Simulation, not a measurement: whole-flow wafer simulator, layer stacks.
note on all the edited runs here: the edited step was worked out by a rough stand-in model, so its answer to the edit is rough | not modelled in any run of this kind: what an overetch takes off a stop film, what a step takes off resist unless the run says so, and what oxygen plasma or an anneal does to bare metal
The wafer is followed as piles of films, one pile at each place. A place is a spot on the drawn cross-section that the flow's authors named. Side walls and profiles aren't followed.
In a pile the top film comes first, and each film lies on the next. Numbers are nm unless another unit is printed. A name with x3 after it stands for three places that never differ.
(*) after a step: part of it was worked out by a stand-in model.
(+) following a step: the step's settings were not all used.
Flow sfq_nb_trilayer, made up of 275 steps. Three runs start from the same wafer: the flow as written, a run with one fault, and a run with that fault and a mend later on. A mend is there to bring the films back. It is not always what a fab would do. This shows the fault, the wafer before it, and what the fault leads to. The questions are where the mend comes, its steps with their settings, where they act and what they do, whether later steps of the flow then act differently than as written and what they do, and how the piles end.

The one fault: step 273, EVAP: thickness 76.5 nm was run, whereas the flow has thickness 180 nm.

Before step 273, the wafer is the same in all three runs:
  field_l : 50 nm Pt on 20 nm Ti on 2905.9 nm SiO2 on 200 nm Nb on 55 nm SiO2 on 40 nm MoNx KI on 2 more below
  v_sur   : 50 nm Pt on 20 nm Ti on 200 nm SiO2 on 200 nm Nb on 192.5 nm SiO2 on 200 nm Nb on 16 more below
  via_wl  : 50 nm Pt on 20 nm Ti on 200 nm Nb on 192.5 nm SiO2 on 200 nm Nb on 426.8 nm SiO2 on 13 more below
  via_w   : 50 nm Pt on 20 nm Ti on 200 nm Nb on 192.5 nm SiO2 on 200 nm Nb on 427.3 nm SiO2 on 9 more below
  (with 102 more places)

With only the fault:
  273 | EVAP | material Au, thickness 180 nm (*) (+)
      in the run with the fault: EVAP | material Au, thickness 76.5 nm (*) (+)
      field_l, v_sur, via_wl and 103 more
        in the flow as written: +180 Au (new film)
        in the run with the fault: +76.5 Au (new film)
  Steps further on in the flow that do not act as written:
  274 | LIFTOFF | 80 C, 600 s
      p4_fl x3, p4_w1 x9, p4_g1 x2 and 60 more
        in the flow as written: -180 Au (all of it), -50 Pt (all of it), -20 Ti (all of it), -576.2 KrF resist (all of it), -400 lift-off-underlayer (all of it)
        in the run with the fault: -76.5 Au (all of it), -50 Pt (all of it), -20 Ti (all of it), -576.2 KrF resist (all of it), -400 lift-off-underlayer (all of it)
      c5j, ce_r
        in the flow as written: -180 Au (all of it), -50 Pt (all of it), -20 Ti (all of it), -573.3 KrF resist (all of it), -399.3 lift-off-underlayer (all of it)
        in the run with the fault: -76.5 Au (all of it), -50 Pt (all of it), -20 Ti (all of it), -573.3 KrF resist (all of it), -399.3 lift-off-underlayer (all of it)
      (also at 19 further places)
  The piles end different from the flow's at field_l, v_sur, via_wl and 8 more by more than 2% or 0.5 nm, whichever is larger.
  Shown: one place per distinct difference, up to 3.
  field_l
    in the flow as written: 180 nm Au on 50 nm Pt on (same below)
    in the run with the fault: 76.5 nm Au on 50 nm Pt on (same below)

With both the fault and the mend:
  The mend stands after step 273.
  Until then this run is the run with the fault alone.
  273a | EVAP | material Au, thickness 103.5 nm (*) (+) (the flow's step 273, run once more with other settings)
      field_l, v_sur, via_wl and 103 more
        +103.5 Au
  Later steps of the flow that are run all act as written at every place that is followed.
  By the end, the piles equal the flow's at every place that both follow.
